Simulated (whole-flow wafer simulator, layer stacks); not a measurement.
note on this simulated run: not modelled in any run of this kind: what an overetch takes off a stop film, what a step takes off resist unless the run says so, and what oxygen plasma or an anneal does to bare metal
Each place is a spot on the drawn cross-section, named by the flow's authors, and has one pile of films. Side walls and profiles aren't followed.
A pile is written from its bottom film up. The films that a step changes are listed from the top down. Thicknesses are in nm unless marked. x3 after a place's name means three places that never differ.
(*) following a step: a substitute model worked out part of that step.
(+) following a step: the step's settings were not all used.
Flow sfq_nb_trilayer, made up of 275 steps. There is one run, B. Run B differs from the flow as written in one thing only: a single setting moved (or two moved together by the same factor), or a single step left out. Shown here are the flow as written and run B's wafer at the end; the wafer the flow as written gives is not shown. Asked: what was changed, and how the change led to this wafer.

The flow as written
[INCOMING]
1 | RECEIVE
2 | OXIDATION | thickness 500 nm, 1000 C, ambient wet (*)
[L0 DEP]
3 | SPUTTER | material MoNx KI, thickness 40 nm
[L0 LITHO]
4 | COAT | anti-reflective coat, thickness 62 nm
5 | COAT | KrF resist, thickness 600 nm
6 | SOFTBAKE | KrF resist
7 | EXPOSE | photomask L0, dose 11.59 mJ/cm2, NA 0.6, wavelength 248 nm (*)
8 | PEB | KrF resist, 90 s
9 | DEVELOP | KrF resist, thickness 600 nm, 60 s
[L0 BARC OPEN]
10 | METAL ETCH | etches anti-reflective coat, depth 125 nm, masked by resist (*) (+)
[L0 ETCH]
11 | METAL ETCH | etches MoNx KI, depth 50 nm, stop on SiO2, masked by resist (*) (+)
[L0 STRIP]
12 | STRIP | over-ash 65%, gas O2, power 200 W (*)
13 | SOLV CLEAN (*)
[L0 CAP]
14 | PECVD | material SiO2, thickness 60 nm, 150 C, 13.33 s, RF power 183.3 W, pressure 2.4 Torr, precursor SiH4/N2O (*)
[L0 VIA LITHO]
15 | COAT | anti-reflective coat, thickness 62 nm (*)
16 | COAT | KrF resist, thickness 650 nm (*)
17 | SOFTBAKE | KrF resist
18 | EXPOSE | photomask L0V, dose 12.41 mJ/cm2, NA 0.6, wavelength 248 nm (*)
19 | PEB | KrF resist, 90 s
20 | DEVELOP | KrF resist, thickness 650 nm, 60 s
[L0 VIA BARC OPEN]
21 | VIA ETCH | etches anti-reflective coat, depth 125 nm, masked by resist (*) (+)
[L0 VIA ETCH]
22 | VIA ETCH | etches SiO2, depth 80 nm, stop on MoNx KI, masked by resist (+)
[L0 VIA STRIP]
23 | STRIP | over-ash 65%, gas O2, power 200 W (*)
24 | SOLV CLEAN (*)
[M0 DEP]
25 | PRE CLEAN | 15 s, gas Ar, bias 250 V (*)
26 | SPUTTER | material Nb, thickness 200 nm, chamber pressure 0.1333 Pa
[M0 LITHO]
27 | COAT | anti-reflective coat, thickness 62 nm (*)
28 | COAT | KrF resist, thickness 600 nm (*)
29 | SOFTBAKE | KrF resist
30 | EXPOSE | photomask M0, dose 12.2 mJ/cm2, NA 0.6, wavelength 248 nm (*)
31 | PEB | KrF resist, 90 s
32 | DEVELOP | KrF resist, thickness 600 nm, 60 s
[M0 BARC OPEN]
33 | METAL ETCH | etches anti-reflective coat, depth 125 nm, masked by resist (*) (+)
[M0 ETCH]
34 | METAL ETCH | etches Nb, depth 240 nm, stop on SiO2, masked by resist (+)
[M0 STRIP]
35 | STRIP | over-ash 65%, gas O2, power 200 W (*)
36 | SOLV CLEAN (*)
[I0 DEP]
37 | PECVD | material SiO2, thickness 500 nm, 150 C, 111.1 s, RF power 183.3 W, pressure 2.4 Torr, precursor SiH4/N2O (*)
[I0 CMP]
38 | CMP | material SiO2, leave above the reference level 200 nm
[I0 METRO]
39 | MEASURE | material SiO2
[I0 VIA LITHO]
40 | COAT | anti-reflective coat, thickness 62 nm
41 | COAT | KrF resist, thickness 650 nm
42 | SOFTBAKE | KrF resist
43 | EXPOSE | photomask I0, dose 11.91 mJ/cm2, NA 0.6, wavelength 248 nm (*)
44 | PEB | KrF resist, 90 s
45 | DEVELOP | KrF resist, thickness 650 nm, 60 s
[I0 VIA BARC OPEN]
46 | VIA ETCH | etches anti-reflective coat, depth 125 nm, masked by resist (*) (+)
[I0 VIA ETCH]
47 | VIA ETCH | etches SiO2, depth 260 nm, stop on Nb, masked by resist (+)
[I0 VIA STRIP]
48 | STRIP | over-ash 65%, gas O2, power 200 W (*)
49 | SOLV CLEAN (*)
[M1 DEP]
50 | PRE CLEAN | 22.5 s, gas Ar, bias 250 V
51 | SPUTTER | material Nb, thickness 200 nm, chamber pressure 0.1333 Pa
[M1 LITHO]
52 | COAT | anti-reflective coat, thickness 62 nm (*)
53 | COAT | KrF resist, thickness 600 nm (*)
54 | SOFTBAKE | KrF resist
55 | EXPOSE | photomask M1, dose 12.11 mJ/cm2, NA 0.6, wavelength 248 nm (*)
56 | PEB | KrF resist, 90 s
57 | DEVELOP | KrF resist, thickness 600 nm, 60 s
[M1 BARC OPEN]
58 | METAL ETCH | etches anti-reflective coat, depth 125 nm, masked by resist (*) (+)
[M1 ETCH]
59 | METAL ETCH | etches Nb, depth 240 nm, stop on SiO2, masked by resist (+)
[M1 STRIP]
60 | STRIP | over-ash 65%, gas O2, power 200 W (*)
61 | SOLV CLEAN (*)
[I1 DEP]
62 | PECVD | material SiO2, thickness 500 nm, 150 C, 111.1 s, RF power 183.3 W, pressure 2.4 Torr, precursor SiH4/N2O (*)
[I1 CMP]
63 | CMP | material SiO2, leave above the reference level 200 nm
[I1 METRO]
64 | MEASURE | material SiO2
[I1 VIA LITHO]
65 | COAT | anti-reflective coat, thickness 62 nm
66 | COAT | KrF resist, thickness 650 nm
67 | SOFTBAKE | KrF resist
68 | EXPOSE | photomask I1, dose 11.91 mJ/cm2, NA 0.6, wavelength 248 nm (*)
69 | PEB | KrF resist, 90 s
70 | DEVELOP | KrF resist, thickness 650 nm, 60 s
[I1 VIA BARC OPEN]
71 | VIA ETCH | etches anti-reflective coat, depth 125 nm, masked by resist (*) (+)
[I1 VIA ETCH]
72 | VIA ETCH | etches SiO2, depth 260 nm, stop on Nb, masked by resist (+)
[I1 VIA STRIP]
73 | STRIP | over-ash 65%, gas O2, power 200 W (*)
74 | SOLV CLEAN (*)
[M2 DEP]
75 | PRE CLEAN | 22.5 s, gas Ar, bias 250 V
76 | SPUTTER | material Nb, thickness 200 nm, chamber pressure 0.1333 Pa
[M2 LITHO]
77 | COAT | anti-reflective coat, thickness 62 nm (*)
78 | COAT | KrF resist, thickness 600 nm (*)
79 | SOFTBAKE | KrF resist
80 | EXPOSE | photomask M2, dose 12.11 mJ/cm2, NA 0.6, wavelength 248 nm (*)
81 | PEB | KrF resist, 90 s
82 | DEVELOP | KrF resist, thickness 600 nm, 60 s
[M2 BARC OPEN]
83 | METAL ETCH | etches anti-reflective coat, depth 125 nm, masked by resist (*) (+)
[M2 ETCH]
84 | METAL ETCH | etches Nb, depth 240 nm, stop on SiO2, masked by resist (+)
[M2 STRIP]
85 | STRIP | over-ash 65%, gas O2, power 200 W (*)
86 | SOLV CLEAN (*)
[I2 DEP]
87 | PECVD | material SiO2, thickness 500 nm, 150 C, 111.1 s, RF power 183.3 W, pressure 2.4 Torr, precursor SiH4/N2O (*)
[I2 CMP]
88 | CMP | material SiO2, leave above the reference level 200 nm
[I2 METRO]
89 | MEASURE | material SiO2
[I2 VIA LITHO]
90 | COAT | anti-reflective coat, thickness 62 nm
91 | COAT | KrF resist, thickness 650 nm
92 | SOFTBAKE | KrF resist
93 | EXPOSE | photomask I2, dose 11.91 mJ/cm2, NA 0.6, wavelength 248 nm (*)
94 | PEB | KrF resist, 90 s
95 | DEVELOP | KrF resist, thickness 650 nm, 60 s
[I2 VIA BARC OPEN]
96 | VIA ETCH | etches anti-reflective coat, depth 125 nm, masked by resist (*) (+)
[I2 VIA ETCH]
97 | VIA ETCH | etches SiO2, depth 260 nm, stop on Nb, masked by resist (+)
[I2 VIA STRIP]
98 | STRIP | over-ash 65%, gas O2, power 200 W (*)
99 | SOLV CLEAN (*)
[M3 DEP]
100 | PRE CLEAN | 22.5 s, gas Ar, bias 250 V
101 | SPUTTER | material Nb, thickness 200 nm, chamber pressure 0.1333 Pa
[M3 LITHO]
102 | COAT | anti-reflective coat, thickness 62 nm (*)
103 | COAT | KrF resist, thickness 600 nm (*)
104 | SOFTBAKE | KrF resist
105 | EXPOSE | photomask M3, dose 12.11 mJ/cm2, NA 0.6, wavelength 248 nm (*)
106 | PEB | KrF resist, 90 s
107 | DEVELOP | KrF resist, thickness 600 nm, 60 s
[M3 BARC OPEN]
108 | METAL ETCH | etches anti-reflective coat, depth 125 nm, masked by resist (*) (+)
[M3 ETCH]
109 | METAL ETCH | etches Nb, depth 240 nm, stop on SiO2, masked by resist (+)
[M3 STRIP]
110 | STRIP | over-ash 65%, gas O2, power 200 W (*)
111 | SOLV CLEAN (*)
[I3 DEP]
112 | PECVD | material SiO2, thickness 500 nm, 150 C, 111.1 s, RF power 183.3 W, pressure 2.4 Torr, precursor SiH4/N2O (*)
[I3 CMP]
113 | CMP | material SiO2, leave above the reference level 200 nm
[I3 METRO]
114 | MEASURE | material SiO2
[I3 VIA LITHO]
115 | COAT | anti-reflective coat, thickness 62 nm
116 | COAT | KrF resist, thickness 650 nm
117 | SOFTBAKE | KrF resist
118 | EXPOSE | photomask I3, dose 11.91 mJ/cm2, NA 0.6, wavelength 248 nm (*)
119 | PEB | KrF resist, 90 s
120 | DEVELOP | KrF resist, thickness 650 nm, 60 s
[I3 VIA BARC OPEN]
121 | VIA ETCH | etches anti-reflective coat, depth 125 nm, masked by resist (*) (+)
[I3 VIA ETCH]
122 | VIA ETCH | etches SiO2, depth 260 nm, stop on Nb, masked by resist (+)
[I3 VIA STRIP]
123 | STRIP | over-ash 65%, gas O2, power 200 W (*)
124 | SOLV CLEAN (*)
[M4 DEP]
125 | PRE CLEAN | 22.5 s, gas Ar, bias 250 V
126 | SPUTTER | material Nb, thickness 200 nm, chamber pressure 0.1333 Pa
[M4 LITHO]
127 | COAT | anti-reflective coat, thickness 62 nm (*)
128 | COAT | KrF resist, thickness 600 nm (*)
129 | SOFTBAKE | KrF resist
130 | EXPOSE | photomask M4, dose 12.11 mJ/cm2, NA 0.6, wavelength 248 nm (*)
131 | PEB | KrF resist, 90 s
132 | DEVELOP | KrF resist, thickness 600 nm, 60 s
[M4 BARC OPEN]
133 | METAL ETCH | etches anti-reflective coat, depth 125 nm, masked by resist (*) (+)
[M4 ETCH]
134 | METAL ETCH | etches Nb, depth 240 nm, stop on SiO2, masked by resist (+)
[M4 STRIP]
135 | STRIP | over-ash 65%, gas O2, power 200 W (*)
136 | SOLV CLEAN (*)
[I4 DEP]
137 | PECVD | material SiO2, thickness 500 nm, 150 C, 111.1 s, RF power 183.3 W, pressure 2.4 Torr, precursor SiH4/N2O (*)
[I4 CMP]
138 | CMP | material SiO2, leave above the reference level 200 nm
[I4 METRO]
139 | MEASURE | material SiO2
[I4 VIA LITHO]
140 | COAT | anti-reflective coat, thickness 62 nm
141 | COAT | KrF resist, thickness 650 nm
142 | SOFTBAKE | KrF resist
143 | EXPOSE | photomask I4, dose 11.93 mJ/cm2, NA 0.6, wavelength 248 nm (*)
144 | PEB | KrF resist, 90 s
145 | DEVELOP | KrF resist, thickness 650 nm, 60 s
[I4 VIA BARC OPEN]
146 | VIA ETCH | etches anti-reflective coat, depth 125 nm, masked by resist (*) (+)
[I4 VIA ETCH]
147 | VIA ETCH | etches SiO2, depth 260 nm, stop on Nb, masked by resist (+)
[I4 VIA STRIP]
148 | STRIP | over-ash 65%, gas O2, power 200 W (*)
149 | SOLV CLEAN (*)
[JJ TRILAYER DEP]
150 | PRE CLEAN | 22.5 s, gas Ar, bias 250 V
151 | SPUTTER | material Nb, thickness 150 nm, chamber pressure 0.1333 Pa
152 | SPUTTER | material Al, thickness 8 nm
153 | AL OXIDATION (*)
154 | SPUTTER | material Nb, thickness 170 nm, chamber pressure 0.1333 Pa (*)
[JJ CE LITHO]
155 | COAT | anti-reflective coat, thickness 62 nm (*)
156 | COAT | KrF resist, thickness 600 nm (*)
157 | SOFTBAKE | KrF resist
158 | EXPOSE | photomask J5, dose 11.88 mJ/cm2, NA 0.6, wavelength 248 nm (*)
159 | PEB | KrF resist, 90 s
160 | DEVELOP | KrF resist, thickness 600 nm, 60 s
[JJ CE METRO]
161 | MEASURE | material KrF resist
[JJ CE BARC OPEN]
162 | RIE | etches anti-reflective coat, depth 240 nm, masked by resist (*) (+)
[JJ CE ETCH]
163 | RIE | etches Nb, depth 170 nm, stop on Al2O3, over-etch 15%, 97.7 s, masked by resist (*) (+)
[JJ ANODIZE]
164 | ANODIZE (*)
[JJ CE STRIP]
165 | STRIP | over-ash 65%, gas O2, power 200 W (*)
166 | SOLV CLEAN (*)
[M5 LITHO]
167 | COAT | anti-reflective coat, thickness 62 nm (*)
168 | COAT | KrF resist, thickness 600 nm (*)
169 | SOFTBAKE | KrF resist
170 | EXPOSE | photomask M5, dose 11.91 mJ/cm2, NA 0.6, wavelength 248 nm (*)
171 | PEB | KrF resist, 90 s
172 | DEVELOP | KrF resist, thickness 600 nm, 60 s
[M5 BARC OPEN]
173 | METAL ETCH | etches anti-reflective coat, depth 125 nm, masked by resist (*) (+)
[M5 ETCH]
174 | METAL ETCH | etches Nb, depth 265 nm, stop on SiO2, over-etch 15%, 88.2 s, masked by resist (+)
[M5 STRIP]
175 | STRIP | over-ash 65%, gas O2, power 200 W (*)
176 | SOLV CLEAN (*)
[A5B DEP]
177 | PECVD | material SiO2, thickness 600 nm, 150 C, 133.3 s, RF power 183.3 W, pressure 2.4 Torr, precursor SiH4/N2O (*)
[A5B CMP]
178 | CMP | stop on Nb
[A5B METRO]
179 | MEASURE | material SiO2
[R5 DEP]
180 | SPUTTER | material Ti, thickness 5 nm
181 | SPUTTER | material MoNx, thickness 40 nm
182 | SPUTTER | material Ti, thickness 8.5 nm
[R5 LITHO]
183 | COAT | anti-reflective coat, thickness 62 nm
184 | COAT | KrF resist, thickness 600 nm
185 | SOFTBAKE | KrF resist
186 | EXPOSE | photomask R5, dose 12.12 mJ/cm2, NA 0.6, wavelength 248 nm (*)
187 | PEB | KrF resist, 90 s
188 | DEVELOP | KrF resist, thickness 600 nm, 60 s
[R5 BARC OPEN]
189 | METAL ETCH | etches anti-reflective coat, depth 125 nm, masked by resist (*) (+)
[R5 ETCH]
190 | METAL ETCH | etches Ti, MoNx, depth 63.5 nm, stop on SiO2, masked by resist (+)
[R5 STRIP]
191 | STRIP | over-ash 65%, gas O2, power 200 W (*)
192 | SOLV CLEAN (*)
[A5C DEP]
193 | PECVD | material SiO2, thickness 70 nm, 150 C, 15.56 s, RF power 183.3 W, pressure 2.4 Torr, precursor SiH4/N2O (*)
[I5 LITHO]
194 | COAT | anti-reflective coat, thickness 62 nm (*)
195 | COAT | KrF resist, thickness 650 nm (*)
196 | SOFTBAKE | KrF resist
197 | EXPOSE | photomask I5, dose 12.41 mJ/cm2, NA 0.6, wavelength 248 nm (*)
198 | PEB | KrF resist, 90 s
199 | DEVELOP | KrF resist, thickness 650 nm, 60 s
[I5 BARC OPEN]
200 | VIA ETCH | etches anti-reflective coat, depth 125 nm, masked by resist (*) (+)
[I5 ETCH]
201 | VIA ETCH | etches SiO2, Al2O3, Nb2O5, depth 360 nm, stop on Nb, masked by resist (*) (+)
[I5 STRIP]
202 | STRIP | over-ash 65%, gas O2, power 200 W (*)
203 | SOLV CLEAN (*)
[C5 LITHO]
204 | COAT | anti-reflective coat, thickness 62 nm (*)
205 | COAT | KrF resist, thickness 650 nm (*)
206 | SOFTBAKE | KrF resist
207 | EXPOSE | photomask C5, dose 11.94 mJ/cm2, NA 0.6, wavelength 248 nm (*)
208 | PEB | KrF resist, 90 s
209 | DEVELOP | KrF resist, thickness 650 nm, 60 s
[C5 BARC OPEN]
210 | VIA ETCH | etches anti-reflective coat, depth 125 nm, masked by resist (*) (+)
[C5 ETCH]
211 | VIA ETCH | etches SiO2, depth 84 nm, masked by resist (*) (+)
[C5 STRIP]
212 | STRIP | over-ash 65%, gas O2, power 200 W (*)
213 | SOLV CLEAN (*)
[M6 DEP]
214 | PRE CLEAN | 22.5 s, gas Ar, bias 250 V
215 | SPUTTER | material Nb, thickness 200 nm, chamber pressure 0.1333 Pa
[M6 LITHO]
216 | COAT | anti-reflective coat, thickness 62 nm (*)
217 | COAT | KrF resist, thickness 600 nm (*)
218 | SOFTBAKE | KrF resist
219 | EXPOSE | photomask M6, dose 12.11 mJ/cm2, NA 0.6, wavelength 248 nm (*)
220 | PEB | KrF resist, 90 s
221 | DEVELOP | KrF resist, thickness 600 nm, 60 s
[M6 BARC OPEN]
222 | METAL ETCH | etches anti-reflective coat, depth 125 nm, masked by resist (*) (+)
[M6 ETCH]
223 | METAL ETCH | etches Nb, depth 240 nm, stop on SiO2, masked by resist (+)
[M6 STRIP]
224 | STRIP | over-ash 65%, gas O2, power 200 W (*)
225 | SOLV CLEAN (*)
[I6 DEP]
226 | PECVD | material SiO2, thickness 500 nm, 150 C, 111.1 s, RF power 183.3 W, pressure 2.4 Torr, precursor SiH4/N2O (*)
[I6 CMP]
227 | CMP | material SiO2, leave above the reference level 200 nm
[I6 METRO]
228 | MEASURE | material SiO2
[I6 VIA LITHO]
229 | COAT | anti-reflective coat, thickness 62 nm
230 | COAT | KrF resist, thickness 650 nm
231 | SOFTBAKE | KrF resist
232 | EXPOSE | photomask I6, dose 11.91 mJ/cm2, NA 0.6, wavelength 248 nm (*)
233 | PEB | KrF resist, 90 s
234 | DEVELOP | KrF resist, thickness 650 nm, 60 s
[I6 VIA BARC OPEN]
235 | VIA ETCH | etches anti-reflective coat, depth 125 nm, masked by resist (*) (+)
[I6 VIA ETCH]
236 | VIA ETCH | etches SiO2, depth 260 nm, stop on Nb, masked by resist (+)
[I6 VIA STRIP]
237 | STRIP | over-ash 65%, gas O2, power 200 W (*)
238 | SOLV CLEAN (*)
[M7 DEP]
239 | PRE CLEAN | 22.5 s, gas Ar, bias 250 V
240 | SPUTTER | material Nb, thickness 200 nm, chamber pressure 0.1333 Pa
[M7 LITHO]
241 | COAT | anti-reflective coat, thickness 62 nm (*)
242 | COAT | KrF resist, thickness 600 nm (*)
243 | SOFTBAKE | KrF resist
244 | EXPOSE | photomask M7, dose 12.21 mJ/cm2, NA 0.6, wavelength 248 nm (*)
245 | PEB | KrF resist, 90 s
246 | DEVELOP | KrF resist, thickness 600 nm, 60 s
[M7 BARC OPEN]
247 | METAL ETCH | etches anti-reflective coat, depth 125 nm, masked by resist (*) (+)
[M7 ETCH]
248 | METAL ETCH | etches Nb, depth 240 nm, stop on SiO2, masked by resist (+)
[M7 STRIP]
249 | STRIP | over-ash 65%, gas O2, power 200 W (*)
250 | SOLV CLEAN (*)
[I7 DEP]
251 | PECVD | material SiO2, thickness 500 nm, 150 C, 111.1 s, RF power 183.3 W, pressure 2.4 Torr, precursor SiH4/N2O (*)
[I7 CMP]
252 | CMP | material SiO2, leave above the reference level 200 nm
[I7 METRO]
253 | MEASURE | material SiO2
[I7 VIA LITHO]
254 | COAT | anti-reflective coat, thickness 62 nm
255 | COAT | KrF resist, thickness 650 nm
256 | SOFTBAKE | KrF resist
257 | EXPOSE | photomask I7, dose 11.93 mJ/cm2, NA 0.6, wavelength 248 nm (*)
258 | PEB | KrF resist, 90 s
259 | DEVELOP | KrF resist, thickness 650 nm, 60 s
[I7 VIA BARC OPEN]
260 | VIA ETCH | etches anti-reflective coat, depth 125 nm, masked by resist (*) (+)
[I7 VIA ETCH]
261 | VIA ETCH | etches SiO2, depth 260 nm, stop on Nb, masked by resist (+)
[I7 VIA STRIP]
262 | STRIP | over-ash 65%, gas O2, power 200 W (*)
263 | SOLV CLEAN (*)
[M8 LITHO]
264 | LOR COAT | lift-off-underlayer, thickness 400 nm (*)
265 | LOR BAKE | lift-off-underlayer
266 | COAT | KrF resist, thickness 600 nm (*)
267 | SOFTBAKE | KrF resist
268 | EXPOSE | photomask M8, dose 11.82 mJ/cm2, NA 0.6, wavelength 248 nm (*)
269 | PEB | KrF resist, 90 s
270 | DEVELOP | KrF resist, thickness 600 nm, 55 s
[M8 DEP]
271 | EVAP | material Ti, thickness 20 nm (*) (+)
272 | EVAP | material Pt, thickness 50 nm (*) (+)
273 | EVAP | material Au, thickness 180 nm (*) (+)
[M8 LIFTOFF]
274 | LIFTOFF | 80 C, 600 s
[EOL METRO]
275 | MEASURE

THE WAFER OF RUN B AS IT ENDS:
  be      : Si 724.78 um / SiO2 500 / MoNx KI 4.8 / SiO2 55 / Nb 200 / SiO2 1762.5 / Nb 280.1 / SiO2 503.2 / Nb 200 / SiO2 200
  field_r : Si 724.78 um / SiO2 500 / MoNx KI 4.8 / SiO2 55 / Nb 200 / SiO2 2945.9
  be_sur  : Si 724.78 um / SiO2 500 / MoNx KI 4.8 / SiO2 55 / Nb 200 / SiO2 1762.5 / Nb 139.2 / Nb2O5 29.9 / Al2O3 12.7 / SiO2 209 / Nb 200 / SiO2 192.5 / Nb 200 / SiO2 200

The reason: step 3, SPUTTER: thickness 54.8 nm was run, whereas the flow has thickness 40 nm.

The path from the change to this, step by step:
  3 | SPUTTER | material MoNx KI, thickness 40 nm
      field_l, v_sur, via_wl and 103 more: +54.8 MoNx KI (new film) (in the flow as written it would be: +40 MoNx KI (new film))
  11 | METAL ETCH | etches MoNx KI, depth 50 nm, stop on SiO2, masked by resist (*) (+)
      v_sur, via_wl, via_w and 97 more: -50 MoNx KI (in the flow as written it would be: -40 MoNx KI (all of it))
  14 | PECVD | material SiO2, thickness 60 nm, 150 C, 13.33 s, RF power 183.3 W, pressure 2.4 Torr, precursor SiH4/N2O (*)
      v_sur, via_wl, via_w and 97 more: +60 SiO2 (new film) (in the flow as written it would be: +60 SiO2)
  15 | COAT | anti-reflective coat, thickness 62 nm (*)
      field_l: +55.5 anti-reflective coat (new film) (in the flow as written it would be: +56.7 anti-reflective coat (new film))
      v_sur: +74.9 anti-reflective coat (new film) (in the flow as written it would be: +72.2 anti-reflective coat (new film))
      (also at 2 further places)
  23 | STRIP | over-ash 65%, gas O2, power 200 W (*)
      field_l: -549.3 KrF resist (all of it), -55.5 anti-reflective coat (all of it) (in the flow as written it would be: -551.4 KrF resist (all of it), -56.7 anti-reflective coat (all of it))
      v_sur: -573.1 KrF resist (all of it), -74.9 anti-reflective coat (all of it) (in the flow as written it would be: -570.5 KrF resist (all of it), -72.2 anti-reflective coat (all of it))
      (also at 2 further places)
  27 | COAT | anti-reflective coat, thickness 62 nm (*)
      v_sur: +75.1 anti-reflective coat (new film) (in the flow as written it would be: +72.3 anti-reflective coat (new film))
      l0_sur: +46.5 anti-reflective coat (new film) (in the flow as written it would be: +47.5 anti-reflective coat (new film))
      (also at 1 further place)
  35 | STRIP | over-ash 65%, gas O2, power 200 W (*)
      v_sur: -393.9 KrF resist (all of it), -75.1 anti-reflective coat (all of it) (in the flow as written it would be: -391.6 KrF resist (all of it), -72.3 anti-reflective coat (all of it))
      l0_sur: -369.2 KrF resist (all of it), -46.5 anti-reflective coat (all of it) (in the flow as written it would be: -372 KrF resist (all of it), -47.5 anti-reflective coat (all of it))
      (also at 1 further place)
  38 | CMP | material SiO2, leave above the reference level 200 nm
      field_l, l0_sur, l0r_line_l, l0r_line_c, l0r_line_r: -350 SiO2 (in the flow as written it would be: -340 SiO2)
      l0v: -287.8 SiO2 (in the flow as written it would be: -277.8 SiO2)
Taking metal films that touch as one body, be has 4 bodies (between them, from the top down: SiO2 503.2; SiO2 1762.5; SiO2 55); the flow as written gives 3 bodies (between them, from the top down: SiO2 503.2; SiO2 1762.5).
Taking metal films that touch as one body, field_r has 2 bodies (between them, from the top down: SiO2 55); the flow as written gives 1 body.
Taking metal films that touch as one body, be_sur has 5 bodies (between them, from the top down: SiO2 192.5; SiO2 209 / Al2O3 12.7 / Nb2O5 29.9; SiO2 1762.5; SiO2 55); the flow as written gives 4 bodies (between them, from the top down: SiO2 192.5; SiO2 209 / Al2O3 12.7 / Nb2O5 29.9; SiO2 1762.5).
